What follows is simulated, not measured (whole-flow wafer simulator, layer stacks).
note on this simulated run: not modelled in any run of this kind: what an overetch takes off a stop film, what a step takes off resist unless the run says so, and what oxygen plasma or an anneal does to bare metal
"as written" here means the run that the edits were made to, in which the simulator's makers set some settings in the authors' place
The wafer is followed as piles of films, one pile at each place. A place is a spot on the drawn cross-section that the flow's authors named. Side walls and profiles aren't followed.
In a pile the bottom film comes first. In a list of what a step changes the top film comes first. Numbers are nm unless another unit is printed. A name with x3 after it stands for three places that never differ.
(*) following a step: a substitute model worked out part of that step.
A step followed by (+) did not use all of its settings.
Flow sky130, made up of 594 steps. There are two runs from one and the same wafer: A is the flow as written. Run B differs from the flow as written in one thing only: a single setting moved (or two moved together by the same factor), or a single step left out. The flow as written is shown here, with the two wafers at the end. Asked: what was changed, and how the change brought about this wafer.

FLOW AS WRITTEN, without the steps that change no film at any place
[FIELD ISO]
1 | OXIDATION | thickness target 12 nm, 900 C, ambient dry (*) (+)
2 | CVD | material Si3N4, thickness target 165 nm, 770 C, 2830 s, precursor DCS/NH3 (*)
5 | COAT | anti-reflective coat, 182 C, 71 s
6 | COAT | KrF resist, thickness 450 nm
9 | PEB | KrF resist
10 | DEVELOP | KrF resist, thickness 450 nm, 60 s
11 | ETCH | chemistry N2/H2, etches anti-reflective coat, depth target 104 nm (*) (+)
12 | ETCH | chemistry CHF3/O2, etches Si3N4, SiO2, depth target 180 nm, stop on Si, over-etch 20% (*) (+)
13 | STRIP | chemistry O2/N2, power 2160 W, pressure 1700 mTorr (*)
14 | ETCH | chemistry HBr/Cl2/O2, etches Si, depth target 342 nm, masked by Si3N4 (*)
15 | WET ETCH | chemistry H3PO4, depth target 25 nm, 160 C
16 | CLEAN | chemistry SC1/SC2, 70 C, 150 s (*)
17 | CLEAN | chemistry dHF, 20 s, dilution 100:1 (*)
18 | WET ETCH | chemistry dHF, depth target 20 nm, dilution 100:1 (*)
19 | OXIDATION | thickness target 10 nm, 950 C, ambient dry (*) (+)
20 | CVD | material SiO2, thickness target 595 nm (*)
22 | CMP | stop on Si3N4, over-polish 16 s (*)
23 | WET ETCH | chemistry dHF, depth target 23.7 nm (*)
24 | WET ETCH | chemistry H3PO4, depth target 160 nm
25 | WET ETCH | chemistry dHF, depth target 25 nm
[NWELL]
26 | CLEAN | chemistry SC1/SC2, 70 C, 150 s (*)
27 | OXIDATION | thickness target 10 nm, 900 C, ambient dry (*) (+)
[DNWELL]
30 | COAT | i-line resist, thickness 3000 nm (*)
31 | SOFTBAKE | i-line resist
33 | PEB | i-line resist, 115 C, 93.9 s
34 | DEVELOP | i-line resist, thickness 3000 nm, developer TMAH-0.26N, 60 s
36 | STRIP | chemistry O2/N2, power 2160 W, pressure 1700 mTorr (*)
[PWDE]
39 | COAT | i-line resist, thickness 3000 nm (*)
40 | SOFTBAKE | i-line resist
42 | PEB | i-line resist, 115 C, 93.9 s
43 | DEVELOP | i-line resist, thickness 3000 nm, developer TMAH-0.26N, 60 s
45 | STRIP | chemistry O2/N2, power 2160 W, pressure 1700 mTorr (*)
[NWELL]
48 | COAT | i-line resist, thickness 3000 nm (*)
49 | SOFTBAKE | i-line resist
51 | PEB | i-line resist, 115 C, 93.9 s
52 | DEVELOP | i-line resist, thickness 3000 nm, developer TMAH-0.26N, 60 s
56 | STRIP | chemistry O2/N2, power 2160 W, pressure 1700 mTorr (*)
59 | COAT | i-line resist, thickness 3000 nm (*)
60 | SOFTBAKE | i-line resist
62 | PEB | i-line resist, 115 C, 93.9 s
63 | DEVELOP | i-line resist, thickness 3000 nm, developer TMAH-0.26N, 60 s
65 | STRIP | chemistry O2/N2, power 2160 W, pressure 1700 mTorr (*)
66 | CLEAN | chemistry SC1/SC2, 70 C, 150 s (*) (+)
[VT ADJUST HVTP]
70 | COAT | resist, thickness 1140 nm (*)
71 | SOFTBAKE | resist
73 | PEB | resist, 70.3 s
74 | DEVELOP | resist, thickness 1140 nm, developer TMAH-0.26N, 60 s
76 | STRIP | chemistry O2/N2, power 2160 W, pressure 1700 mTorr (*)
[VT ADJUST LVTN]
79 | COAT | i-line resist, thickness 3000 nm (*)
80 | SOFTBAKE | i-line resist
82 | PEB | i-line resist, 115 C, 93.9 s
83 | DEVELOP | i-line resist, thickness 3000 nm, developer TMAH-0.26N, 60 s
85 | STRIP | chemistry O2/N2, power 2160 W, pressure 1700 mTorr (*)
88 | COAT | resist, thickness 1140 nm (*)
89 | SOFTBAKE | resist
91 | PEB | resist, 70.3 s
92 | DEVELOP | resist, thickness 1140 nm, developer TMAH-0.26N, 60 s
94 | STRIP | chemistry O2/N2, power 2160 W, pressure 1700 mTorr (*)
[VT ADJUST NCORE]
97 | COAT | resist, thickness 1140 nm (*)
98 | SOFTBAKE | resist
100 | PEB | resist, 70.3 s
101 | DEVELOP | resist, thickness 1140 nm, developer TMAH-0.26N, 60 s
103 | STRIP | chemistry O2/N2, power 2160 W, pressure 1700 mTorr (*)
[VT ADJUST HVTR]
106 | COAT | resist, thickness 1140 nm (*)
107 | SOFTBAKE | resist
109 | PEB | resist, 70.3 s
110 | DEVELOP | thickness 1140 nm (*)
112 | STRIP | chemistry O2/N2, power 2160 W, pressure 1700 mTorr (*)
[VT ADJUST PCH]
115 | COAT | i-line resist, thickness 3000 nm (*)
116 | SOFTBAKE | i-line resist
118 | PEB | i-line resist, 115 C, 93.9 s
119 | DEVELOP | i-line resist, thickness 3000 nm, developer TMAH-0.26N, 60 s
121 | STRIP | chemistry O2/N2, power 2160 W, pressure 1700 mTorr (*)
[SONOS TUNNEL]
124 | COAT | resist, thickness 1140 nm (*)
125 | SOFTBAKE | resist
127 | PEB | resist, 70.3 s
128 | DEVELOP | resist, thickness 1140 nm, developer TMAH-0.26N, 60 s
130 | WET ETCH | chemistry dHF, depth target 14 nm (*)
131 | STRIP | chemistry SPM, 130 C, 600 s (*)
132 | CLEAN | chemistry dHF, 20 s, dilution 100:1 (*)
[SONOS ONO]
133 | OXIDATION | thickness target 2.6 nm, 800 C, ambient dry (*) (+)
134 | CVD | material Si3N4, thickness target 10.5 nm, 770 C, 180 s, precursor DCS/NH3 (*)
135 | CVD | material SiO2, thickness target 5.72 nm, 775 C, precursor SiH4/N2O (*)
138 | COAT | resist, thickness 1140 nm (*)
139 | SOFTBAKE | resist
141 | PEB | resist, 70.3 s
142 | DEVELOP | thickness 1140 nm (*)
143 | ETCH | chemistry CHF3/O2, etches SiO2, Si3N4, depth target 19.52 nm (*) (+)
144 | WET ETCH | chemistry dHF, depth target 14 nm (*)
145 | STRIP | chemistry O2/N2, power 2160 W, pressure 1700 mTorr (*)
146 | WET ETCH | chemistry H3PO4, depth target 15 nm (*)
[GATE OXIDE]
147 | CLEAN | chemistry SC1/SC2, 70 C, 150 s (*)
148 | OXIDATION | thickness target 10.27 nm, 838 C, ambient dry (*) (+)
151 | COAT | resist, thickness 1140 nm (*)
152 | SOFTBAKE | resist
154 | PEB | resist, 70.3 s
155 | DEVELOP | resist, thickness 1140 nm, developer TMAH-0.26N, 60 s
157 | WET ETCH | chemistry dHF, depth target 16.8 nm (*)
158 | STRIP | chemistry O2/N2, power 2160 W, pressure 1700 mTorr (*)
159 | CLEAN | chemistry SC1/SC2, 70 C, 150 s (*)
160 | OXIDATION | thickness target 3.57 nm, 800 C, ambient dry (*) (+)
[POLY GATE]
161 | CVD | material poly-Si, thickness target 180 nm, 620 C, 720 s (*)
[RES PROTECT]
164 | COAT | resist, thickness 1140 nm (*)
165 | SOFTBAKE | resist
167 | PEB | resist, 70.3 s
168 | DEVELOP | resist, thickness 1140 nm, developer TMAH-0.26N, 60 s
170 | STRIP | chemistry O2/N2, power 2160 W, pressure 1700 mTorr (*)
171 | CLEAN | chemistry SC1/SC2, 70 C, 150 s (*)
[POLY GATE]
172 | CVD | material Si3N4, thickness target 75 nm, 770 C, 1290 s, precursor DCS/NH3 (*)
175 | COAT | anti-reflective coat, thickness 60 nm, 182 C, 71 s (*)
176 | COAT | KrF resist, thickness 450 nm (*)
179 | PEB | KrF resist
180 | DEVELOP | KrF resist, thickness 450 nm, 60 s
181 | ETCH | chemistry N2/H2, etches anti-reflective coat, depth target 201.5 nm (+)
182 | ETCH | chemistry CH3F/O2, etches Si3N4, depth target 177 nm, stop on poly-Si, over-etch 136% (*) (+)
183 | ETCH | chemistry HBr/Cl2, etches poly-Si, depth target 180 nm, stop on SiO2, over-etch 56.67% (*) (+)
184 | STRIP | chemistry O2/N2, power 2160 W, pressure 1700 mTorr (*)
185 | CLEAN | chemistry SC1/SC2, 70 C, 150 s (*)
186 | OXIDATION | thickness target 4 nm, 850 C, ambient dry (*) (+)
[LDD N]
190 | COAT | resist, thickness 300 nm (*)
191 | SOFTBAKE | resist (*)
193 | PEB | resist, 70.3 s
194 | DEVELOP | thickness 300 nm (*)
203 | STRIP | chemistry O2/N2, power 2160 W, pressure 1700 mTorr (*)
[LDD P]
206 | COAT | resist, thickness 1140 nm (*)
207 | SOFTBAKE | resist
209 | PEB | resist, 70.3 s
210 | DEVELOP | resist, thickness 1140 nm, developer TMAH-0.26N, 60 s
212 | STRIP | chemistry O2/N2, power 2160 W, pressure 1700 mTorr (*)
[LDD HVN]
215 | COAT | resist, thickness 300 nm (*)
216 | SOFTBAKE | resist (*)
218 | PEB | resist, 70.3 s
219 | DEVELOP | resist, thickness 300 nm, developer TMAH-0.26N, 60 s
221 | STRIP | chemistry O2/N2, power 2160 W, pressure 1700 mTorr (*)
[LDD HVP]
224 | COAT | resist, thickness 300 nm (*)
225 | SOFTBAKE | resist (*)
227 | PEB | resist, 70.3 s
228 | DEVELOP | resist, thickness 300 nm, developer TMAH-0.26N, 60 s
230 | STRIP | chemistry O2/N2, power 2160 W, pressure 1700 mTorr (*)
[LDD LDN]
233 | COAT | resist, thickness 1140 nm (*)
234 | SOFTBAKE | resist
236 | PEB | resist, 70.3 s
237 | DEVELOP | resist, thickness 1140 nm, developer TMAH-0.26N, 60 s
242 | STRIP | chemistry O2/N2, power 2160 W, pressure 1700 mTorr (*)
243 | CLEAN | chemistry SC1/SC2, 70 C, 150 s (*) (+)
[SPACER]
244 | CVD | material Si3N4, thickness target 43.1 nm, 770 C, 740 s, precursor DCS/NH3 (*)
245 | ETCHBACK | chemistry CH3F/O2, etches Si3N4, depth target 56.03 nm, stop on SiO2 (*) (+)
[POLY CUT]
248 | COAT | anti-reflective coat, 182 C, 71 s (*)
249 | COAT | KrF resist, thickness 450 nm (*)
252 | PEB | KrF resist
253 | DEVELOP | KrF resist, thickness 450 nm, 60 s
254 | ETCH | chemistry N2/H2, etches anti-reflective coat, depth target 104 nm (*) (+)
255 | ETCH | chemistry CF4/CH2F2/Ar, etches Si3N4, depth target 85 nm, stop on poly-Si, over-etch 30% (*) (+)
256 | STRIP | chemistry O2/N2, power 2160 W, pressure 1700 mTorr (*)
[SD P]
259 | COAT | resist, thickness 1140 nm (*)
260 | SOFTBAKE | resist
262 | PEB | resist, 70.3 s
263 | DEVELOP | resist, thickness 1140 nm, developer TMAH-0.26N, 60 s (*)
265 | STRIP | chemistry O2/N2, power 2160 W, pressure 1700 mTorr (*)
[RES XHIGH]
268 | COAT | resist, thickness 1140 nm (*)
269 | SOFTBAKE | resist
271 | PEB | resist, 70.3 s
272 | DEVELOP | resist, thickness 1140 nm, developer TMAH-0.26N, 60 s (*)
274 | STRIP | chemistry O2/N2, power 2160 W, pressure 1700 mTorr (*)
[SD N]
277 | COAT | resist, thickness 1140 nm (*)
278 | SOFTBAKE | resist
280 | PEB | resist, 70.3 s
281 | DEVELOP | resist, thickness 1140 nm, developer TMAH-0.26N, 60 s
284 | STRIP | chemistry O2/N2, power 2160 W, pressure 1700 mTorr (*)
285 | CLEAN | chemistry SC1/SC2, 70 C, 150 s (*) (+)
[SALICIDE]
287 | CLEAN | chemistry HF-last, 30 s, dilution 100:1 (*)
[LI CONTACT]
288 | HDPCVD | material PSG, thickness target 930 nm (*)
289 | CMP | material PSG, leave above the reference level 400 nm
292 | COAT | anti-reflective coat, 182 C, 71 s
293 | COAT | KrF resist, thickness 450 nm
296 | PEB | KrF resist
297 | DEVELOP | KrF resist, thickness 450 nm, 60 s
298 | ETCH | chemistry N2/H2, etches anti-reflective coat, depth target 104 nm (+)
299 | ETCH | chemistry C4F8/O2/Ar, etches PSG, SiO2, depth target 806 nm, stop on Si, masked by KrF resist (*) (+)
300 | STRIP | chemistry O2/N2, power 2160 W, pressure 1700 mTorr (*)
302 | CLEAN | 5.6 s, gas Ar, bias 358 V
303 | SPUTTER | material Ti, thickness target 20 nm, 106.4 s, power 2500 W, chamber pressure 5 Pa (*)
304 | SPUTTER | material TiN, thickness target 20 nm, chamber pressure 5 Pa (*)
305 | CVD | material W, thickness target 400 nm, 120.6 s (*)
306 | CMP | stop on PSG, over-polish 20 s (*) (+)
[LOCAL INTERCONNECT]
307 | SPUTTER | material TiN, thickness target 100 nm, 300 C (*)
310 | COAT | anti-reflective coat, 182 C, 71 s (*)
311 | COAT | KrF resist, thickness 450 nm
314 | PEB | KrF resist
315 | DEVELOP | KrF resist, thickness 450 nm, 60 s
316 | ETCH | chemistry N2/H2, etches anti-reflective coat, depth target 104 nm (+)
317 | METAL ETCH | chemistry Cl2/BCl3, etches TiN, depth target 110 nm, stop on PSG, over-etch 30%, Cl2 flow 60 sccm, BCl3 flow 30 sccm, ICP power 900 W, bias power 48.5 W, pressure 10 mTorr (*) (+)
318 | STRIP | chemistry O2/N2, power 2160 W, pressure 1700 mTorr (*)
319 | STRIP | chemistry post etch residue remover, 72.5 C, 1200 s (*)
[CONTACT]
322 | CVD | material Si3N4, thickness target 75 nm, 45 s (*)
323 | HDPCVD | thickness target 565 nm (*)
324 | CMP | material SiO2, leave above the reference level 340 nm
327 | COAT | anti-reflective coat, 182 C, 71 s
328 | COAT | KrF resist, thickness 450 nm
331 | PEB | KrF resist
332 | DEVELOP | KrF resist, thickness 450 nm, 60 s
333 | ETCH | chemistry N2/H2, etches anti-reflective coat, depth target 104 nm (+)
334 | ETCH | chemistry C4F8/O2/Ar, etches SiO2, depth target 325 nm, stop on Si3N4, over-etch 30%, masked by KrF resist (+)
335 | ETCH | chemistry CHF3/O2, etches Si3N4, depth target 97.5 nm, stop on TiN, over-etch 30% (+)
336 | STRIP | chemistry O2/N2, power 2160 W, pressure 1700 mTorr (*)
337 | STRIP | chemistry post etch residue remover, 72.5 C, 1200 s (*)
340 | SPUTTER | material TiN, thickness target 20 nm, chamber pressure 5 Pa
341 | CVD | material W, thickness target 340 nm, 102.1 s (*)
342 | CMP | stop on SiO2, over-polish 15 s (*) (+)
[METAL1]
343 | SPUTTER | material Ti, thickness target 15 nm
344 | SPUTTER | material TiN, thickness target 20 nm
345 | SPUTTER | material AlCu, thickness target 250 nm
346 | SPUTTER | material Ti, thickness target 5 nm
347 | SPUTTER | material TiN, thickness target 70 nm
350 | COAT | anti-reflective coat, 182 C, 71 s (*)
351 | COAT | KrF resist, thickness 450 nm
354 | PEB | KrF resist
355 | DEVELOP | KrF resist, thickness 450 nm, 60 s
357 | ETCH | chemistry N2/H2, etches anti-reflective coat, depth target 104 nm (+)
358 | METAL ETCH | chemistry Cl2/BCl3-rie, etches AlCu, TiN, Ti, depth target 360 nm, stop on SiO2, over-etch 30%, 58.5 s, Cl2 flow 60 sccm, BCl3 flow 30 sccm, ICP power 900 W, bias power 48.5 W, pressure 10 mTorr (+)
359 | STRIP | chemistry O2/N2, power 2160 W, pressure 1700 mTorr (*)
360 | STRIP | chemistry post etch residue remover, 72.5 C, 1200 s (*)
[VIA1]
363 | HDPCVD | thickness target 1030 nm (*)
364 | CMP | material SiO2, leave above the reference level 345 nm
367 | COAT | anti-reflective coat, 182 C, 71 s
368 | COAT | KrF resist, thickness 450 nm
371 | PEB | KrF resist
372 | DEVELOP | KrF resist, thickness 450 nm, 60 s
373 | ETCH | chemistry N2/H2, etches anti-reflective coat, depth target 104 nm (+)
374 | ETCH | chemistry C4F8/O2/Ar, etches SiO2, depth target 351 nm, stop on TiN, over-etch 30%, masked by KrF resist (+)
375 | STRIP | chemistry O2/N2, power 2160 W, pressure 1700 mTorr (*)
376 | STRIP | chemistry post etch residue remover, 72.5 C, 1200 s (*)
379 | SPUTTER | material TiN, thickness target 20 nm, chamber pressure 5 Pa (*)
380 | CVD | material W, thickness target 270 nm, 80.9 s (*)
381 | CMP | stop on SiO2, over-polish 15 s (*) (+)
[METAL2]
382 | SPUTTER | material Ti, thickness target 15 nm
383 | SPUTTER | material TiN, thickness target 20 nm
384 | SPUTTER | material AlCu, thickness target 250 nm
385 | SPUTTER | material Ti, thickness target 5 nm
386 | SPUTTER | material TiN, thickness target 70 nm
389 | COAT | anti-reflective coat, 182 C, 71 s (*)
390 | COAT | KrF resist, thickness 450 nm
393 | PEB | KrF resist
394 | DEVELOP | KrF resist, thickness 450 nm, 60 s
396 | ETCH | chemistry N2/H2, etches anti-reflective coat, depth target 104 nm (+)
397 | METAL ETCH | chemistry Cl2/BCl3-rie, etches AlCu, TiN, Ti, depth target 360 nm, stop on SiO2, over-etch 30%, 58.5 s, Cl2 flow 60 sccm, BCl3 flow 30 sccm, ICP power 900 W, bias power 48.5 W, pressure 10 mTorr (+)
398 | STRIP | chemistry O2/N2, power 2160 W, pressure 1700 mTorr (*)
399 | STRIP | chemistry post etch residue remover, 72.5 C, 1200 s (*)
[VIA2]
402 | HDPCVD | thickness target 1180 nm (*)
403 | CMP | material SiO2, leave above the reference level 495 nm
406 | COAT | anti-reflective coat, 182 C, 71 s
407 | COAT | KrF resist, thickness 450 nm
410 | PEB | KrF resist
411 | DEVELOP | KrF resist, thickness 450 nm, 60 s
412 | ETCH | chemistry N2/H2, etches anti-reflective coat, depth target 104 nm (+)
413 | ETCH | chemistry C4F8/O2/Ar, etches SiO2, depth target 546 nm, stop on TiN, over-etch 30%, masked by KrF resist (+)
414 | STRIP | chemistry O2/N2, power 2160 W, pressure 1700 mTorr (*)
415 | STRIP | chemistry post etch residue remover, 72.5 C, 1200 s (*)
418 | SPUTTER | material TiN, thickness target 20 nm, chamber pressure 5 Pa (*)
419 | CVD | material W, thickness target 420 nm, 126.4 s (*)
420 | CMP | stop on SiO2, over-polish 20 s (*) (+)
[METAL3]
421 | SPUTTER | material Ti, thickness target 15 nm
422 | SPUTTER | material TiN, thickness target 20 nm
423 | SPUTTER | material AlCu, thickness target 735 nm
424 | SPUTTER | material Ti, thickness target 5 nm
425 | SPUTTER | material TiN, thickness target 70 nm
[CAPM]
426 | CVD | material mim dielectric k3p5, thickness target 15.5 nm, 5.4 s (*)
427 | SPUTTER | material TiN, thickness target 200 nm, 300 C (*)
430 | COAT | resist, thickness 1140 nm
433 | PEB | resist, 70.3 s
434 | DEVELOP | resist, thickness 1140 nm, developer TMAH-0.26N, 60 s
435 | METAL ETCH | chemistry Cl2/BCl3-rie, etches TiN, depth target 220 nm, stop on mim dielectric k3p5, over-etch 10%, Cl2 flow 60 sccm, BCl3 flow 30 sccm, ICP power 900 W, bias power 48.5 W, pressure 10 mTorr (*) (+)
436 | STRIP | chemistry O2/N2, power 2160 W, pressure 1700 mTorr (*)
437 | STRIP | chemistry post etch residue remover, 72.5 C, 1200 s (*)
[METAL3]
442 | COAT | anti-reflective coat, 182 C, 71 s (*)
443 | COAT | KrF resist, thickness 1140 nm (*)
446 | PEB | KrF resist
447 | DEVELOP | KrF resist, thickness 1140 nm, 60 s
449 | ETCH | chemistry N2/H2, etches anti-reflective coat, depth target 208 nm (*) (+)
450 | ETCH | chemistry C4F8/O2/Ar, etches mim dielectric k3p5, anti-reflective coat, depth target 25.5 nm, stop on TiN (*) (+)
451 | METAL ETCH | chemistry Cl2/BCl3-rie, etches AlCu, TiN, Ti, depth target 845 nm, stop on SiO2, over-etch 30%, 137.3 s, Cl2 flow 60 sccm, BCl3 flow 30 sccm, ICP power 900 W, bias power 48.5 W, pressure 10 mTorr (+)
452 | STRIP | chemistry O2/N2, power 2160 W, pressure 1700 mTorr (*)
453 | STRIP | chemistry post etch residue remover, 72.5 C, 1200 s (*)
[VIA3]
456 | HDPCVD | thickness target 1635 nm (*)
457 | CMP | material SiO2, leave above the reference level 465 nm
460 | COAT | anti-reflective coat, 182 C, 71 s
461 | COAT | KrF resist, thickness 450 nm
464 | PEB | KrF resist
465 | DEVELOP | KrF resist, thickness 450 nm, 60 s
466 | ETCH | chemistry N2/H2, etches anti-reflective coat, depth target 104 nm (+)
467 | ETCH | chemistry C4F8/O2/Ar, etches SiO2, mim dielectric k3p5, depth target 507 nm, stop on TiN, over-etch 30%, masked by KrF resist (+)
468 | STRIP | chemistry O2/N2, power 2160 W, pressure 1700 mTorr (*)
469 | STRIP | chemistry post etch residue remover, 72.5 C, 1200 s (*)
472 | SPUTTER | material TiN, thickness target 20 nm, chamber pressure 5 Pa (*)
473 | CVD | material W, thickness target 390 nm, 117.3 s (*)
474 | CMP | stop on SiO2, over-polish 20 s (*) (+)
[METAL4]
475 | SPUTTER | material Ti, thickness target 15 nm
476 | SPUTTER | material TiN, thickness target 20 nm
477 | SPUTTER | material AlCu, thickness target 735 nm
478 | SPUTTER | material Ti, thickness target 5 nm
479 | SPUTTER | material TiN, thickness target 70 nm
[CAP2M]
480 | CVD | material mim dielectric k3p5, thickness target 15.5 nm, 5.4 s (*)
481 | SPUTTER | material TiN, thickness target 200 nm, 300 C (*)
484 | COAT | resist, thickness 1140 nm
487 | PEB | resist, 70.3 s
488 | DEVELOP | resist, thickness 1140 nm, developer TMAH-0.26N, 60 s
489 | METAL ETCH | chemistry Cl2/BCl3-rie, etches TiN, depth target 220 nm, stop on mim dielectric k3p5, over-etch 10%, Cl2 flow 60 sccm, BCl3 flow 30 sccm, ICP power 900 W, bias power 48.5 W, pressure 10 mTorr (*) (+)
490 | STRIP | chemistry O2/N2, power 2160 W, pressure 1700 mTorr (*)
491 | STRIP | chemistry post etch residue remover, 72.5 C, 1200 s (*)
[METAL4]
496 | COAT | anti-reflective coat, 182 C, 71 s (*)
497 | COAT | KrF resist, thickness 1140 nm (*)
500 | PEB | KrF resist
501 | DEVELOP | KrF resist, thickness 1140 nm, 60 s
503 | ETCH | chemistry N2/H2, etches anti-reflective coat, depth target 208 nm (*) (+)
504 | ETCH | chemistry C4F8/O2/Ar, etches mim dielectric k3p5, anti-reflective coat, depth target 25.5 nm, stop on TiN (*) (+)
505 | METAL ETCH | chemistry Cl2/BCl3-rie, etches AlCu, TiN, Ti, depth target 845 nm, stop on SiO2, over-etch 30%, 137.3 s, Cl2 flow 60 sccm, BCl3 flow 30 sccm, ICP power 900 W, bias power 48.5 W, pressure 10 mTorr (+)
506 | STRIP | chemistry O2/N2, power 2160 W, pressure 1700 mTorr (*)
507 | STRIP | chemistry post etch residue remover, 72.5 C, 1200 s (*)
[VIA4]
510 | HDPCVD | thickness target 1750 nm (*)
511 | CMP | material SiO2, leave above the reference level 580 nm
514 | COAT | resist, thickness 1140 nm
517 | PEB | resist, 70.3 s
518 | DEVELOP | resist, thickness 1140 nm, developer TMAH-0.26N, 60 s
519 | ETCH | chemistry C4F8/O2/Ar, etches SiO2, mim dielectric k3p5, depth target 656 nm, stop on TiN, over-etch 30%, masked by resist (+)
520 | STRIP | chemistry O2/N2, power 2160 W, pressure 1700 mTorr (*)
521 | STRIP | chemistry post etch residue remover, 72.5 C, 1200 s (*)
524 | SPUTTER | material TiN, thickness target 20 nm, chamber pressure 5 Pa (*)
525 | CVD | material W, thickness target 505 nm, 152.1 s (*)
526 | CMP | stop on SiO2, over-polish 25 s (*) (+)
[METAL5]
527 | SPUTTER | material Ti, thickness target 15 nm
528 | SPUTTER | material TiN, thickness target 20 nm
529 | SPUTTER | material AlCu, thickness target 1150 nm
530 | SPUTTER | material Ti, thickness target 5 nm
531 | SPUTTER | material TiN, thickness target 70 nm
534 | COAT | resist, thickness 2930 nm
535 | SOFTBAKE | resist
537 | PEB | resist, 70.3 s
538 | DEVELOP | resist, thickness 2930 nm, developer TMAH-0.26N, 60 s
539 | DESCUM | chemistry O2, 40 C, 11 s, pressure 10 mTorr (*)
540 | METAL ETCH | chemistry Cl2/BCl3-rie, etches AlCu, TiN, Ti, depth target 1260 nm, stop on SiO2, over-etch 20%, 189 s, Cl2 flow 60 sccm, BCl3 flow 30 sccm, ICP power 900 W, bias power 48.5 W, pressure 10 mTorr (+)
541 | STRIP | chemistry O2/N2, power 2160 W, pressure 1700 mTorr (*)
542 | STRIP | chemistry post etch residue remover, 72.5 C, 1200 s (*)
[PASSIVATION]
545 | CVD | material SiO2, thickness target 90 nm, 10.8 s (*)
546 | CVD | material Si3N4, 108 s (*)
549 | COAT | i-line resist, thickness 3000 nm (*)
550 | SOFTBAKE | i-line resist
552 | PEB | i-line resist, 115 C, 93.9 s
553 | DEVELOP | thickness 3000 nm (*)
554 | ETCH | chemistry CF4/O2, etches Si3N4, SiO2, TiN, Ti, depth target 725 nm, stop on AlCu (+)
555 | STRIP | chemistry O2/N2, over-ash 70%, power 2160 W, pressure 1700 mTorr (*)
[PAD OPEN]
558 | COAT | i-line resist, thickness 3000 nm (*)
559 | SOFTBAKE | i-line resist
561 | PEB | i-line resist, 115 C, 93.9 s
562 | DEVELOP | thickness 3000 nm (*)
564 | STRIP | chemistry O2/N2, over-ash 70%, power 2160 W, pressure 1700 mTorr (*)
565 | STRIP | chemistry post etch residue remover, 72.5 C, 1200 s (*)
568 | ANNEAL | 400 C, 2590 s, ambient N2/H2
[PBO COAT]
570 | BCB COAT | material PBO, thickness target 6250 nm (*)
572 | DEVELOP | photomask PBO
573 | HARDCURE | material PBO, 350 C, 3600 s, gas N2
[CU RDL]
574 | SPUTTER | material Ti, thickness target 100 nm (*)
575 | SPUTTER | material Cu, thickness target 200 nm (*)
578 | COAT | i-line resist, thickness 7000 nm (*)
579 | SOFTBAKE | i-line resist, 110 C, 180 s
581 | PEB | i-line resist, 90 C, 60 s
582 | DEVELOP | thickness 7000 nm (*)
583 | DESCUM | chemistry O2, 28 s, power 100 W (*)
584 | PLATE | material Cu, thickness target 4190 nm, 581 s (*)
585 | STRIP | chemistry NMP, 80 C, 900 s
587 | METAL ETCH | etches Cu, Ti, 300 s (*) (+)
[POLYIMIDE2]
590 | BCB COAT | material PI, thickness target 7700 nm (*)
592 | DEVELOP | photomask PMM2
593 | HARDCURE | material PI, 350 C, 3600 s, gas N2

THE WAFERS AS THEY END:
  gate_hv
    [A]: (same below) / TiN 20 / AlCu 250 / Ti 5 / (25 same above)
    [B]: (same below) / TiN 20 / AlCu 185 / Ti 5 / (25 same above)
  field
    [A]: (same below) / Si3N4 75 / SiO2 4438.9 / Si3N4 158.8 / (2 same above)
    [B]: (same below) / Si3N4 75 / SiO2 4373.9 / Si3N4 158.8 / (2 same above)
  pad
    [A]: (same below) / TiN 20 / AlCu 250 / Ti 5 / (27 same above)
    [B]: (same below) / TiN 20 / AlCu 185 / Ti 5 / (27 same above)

What caused this: step 345, SPUTTER: thickness target 185 nm was run, while the flow as written has thickness target 250 nm.
The wafer lets one read it off: gate_hv has AlCu 185, and step 345 as written asks for 250 nm.

Step by step, how the change led to this:
  345 | SPUTTER | material AlCu, thickness target 250 nm
      field, active, n_well and 188 more: A AlCu gains 250 (new film) | B AlCu gains 185 (new film)
  358 | METAL ETCH | chemistry Cl2/BCl3-rie, etches AlCu, TiN, Ti, depth target 360 nm, stop on SiO2, over-etch 30%, 58.5 s, Cl2 flow 60 sccm, BCl3 flow 30 sccm, ICP power 900 W, bias power 48.5 W, pressure 10 mTorr (+)
      field, active, gate and 81 more: A TiN loses 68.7 (all of it), Ti loses 5 (all of it), AlCu loses 250 (all of it), TiN loses 20 (all of it), Ti loses 15 (all of it), SiO2 loses 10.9 | B TiN loses 68.7 (all of it), Ti loses 5 (all of it), AlCu loses 185 (all of it), TiN loses 20 (all of it), Ti loses 15 (all of it), SiO2 loses 17.4
  364 | CMP | material SiO2, leave above the reference level 345 nm
      field, active, gate and 81 more: A SiO2 loses 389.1 | B SiO2 loses 447.6
